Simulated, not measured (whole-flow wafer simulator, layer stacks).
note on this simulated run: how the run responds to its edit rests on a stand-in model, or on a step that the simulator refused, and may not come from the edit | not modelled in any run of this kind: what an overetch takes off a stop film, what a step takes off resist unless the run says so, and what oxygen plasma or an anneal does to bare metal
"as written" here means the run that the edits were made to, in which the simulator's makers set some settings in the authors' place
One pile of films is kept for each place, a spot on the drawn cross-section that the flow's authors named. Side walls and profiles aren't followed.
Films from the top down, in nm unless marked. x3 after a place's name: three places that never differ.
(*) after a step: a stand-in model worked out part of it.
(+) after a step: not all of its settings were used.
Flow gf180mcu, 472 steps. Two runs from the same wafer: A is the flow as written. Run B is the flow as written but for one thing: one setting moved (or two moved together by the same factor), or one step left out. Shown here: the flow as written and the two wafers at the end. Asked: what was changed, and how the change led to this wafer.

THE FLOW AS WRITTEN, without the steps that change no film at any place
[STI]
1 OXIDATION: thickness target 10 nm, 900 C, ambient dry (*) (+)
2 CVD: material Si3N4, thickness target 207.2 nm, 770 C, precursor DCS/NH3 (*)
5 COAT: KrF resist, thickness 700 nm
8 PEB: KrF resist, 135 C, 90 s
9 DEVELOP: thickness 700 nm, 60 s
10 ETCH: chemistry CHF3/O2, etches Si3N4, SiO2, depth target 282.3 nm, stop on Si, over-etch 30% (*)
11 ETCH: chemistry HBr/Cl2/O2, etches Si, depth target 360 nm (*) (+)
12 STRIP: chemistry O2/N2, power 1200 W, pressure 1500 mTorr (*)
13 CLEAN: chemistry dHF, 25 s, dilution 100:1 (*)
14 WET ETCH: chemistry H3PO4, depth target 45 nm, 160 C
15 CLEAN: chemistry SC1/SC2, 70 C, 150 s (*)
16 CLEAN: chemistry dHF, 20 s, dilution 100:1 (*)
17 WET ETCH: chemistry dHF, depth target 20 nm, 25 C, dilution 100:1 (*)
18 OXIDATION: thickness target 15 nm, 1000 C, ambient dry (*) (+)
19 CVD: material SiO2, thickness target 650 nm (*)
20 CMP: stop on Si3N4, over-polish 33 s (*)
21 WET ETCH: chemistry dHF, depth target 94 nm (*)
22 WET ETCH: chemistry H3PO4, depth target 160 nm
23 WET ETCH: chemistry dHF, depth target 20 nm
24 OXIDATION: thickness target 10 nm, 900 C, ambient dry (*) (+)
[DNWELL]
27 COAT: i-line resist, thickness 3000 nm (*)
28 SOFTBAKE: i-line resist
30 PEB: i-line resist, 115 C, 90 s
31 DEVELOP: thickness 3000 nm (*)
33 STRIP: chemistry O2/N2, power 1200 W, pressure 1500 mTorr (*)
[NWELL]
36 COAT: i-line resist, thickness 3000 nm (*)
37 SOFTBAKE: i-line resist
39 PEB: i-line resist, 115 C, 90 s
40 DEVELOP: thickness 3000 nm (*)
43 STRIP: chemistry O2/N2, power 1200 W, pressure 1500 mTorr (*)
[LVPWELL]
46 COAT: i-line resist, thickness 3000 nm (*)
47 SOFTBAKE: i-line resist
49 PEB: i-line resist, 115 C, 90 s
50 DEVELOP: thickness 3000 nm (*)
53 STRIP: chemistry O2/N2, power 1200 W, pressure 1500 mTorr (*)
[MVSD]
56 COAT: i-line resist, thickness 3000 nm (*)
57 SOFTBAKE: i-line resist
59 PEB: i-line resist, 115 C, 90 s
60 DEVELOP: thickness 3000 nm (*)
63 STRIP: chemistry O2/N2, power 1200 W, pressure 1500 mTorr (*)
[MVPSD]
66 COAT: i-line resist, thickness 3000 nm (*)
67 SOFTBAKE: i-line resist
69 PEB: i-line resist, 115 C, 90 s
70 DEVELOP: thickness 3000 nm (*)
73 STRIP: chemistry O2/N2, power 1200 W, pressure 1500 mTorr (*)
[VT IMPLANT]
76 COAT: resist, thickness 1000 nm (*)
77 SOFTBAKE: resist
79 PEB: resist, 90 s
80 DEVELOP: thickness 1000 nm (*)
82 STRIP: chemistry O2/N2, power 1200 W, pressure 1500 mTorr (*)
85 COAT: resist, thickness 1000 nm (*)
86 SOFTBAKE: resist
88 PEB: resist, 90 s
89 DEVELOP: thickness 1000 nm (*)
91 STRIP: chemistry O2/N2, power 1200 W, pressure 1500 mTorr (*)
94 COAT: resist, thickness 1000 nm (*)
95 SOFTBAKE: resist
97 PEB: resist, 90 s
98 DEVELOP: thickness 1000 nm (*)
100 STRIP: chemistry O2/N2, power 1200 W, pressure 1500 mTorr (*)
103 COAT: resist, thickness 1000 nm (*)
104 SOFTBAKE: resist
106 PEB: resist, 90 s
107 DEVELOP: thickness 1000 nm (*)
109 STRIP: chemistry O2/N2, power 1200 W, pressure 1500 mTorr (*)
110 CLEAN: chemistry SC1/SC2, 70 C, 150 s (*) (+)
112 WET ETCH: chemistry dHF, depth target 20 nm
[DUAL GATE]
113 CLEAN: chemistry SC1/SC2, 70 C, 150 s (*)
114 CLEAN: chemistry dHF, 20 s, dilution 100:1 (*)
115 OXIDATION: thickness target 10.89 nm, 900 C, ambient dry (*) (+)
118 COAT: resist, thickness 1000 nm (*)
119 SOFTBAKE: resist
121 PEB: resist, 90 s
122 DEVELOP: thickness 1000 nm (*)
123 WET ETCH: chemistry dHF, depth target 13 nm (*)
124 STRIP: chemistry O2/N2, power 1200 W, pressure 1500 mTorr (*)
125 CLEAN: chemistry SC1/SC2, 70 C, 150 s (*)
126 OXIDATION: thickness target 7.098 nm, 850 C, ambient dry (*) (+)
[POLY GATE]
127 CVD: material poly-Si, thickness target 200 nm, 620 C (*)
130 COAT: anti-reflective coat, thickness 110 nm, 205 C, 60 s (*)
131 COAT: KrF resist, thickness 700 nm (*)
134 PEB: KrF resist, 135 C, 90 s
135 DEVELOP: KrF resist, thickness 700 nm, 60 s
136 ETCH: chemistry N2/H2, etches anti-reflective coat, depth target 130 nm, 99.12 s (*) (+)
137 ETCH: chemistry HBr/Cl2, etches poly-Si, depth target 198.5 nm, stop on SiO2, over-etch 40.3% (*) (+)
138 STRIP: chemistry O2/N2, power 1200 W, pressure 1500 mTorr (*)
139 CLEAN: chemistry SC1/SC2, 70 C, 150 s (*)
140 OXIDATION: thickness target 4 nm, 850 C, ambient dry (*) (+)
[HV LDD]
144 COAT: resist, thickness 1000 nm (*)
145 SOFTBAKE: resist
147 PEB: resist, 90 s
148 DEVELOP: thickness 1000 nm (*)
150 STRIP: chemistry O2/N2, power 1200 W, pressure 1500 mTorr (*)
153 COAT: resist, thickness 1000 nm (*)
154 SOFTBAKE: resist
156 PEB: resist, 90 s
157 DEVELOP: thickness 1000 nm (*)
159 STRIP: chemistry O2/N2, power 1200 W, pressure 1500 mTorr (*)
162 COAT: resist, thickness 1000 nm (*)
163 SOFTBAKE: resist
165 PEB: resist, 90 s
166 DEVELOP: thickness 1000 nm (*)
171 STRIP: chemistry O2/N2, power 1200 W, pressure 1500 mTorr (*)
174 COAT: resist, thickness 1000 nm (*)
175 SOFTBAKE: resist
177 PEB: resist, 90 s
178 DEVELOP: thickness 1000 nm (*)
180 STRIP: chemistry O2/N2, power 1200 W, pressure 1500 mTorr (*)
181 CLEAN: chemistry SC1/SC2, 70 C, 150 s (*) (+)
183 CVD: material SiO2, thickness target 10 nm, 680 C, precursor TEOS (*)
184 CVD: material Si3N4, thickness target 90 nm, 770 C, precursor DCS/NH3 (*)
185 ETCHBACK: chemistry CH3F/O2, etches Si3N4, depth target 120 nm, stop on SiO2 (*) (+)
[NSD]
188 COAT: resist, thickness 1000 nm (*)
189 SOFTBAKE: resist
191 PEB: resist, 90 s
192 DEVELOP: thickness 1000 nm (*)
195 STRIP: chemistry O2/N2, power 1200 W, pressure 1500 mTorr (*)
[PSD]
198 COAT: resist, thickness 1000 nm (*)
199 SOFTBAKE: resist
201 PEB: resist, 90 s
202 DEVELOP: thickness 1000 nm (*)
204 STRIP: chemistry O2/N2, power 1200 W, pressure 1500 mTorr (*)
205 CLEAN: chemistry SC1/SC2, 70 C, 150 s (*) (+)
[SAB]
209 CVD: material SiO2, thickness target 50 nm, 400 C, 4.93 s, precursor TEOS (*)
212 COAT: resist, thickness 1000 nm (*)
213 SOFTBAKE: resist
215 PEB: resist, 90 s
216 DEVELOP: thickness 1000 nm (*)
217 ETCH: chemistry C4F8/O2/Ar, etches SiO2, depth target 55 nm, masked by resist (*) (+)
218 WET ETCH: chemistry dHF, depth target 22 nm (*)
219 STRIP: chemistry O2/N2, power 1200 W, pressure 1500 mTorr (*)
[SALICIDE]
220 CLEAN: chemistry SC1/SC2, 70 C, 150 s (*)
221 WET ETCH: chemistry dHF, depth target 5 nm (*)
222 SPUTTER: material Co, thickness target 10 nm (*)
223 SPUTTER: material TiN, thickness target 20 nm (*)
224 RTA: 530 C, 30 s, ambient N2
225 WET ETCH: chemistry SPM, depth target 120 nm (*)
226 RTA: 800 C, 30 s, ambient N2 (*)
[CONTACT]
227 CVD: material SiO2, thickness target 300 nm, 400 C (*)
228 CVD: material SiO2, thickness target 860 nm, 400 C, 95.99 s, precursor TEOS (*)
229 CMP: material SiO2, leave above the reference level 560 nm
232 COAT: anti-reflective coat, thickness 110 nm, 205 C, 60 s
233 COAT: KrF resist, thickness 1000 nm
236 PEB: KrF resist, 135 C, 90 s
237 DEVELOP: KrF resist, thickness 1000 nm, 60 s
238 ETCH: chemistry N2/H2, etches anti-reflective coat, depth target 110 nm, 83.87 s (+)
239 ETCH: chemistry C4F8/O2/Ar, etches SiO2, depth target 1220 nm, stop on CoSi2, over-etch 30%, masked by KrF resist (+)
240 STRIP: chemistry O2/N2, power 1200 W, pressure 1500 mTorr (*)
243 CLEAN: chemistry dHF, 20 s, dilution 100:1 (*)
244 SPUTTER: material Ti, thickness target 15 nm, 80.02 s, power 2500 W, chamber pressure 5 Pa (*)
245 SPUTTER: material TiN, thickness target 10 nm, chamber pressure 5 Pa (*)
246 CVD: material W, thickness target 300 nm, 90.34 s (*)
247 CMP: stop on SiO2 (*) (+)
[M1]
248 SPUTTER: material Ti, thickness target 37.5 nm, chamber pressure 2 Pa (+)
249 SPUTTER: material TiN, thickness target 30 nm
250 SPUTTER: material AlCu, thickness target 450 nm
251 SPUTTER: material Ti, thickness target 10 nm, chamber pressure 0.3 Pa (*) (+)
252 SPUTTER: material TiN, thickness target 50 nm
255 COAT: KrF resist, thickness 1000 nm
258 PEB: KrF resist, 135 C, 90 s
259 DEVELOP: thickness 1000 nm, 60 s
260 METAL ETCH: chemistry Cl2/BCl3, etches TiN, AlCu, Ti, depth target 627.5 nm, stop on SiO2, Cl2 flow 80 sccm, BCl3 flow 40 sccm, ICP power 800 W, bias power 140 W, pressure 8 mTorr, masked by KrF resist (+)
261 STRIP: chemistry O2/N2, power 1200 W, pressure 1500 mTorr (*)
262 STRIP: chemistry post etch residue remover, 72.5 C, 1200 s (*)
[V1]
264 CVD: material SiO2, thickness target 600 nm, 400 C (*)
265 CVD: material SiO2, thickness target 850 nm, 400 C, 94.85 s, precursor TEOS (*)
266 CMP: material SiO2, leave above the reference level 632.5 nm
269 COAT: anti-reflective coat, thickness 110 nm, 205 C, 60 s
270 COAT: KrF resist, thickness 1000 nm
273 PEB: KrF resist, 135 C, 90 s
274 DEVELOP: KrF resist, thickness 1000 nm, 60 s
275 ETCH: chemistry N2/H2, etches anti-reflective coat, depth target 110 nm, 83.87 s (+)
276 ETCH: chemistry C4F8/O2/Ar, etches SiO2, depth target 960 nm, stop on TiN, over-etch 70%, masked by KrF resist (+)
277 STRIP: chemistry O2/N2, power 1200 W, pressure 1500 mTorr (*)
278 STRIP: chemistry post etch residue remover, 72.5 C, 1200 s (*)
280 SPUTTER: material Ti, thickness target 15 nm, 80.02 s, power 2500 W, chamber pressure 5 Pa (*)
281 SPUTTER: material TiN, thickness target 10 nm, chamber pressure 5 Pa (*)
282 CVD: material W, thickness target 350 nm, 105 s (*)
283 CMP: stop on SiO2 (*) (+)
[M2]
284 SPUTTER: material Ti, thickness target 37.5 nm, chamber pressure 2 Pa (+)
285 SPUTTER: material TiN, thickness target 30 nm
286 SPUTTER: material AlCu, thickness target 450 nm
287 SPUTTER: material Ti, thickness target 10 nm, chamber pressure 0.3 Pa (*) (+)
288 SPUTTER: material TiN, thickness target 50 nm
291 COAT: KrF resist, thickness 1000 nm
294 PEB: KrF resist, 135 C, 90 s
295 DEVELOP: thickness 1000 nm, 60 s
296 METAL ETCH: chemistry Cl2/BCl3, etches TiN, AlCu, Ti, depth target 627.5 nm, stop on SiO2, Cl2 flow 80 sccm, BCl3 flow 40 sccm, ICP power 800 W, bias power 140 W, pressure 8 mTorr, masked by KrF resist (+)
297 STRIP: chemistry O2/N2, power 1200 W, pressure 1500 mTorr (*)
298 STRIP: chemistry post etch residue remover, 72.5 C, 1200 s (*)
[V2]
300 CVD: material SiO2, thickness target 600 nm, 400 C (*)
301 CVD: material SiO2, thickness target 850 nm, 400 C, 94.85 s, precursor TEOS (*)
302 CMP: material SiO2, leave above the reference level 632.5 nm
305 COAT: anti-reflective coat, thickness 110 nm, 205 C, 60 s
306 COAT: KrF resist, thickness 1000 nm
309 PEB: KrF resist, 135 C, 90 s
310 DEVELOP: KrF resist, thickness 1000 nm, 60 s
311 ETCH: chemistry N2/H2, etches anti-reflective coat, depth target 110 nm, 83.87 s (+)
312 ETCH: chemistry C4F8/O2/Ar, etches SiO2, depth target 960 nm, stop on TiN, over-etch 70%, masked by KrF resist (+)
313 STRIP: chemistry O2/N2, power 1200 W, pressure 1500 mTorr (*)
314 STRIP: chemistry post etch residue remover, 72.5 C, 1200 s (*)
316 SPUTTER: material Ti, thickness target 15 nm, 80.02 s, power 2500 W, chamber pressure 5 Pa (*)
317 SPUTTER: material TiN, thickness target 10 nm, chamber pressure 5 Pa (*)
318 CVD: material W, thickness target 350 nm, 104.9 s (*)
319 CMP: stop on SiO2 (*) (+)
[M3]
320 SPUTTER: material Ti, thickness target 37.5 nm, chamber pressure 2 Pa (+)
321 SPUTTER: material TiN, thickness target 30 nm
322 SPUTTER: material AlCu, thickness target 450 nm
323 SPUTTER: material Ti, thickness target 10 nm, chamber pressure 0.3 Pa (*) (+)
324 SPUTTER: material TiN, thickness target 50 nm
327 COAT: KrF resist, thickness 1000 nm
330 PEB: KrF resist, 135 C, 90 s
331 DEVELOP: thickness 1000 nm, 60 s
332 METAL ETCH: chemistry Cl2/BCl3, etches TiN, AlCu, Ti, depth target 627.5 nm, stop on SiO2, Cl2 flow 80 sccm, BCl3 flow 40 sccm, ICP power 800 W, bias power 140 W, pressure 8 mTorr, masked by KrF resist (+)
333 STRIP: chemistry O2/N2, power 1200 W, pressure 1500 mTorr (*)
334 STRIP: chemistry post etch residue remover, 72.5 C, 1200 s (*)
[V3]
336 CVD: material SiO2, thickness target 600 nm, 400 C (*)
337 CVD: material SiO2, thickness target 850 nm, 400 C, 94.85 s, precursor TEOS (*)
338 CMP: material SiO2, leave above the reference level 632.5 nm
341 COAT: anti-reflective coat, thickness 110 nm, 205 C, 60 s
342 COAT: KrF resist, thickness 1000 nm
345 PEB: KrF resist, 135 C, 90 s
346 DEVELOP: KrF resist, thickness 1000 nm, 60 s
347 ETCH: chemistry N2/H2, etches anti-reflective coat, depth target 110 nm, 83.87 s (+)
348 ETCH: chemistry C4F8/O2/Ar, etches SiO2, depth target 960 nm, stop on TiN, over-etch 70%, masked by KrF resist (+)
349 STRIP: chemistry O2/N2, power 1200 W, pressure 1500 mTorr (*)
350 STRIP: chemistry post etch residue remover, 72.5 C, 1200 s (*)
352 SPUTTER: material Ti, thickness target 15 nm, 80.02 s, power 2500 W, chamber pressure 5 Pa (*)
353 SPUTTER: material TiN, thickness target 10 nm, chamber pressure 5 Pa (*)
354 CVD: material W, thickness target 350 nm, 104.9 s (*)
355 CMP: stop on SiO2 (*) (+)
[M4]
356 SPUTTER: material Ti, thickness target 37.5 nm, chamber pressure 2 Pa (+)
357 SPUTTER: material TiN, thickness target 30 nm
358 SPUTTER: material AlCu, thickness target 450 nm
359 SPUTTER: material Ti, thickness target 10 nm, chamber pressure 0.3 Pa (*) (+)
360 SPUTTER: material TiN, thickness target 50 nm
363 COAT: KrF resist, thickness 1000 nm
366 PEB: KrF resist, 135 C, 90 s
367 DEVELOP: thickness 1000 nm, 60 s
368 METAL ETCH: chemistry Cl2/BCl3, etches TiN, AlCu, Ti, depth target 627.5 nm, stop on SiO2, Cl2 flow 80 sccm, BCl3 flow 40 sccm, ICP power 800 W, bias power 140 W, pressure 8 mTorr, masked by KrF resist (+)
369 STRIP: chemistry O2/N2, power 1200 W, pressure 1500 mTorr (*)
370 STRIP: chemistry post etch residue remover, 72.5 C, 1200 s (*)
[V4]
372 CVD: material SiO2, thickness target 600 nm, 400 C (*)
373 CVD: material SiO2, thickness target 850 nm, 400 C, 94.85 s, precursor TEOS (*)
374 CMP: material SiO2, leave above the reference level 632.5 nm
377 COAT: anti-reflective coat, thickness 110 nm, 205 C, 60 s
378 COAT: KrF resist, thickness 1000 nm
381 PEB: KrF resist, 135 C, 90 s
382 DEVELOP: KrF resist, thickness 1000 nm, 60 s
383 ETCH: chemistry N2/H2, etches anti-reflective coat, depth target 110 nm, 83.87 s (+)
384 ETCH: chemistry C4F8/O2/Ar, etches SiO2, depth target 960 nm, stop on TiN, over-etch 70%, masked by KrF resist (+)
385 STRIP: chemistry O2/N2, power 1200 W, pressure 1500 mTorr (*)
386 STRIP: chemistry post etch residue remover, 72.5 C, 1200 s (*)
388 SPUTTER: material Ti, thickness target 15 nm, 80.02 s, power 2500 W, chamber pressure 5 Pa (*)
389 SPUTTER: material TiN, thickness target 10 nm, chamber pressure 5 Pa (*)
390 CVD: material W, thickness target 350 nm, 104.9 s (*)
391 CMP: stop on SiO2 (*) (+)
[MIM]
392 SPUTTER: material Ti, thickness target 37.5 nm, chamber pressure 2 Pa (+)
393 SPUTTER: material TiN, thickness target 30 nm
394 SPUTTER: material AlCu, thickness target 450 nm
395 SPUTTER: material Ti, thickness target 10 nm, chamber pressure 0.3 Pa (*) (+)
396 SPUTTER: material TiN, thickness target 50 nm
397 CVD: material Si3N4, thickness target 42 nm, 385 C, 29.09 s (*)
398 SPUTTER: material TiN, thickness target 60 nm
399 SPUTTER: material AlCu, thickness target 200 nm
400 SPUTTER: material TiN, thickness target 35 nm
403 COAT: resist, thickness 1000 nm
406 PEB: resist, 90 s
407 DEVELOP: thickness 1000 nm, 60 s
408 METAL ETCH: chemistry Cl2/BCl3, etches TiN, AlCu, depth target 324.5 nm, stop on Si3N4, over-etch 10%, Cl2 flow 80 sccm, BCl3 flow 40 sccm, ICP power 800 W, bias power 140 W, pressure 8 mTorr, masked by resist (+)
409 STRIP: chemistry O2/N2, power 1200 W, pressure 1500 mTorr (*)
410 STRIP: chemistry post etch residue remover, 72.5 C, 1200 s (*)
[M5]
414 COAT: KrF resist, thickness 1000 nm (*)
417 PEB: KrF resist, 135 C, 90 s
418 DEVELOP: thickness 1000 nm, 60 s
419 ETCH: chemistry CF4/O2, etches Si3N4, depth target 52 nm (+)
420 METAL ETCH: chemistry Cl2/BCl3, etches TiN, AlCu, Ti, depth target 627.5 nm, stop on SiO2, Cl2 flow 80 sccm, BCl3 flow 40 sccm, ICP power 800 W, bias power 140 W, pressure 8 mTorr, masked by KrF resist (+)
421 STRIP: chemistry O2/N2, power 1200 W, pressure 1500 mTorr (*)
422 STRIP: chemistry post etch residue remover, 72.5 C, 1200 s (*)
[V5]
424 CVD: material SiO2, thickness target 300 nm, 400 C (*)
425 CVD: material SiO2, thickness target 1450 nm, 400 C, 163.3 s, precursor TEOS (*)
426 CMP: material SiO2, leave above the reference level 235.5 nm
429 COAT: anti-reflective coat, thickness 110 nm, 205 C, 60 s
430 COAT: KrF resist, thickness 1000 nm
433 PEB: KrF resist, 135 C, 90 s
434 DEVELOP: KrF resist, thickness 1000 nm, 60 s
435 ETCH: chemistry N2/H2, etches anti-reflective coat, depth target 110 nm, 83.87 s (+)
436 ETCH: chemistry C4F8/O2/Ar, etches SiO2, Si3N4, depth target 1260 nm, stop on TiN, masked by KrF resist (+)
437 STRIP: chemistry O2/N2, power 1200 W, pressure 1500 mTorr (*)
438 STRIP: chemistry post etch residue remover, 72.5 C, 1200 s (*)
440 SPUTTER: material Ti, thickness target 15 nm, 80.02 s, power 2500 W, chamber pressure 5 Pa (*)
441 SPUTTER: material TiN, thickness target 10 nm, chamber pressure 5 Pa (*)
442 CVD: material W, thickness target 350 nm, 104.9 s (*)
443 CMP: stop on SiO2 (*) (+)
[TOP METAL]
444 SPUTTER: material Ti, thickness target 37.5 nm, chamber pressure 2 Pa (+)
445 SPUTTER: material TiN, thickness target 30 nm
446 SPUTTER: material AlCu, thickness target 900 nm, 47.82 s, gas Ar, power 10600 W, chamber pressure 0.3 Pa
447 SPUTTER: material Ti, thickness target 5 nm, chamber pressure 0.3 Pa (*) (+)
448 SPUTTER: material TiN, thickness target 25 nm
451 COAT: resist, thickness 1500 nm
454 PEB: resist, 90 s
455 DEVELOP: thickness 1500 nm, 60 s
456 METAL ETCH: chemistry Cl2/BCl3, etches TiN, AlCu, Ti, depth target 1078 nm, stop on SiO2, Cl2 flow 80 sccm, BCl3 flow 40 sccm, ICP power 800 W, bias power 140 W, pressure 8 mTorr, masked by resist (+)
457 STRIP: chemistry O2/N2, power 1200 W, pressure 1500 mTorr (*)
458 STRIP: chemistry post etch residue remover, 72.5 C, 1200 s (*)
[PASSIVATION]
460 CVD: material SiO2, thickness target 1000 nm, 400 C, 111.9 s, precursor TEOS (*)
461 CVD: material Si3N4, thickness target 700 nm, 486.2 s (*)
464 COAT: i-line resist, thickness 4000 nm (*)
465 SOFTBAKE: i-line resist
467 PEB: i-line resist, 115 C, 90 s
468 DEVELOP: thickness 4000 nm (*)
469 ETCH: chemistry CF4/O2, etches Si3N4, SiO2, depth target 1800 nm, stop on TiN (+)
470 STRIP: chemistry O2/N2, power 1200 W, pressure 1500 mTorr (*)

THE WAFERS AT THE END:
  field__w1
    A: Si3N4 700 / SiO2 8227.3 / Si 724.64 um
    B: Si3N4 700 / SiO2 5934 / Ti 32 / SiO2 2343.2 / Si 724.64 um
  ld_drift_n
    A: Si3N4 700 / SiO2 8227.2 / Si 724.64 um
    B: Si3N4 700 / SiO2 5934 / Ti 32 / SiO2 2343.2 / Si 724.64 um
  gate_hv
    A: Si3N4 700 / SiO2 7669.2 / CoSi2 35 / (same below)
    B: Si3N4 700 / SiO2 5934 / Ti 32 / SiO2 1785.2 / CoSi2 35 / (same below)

The cause: step 286, SPUTTER: thickness target 532 nm was run, where the flow has thickness target 450 nm.

How the change led to this, step by step:
  286 SPUTTER: material AlCu, thickness target 450 nm
      field, field__w1, field__w2 and 108 more: A AlCu +450 (new film) | B AlCu +532 (new film)
  296 METAL ETCH: chemistry Cl2/BCl3, etches TiN, AlCu, Ti, depth target 627.5 nm, stop on SiO2, Cl2 flow 80 sccm, BCl3 flow 40 sccm, ICP power 800 W, bias power 140 W, pressure 8 mTorr, masked by KrF resist (+)
      field, field__w1, field__w2 and 103 more: A TiN -50 (all of it), Ti -10 (all of it), AlCu -450 (all of it), TiN -30 (all of it), Ti -37.5 (all of it) | B TiN -50 (all of it), Ti -10 (all of it), AlCu -532 (all of it), TiN -30 (all of it), Ti -5.5
  300 CVD: material SiO2, thickness target 600 nm, 400 C (*)
      field, field__w1, field__w2 and 103 more: A SiO2 +600 | B SiO2 +600 (new film)
  302 CMP: material SiO2, leave above the reference level 632.5 nm
      field, field__w1, field__w2 and 103 more: A SiO2 -300 | B SiO2 -250
Counting metal films that touch as one body, field__w1 has 1 body; the flow as written gives 0 bodies.
Counting metal films that touch as one body, ld_drift_n has 1 body; the flow as written gives 0 bodies.
Counting metal films that touch as one body, gate_hv has 2 bodies (between them, from the top down: SiO2 1785.2); the flow as written gives 1 body.
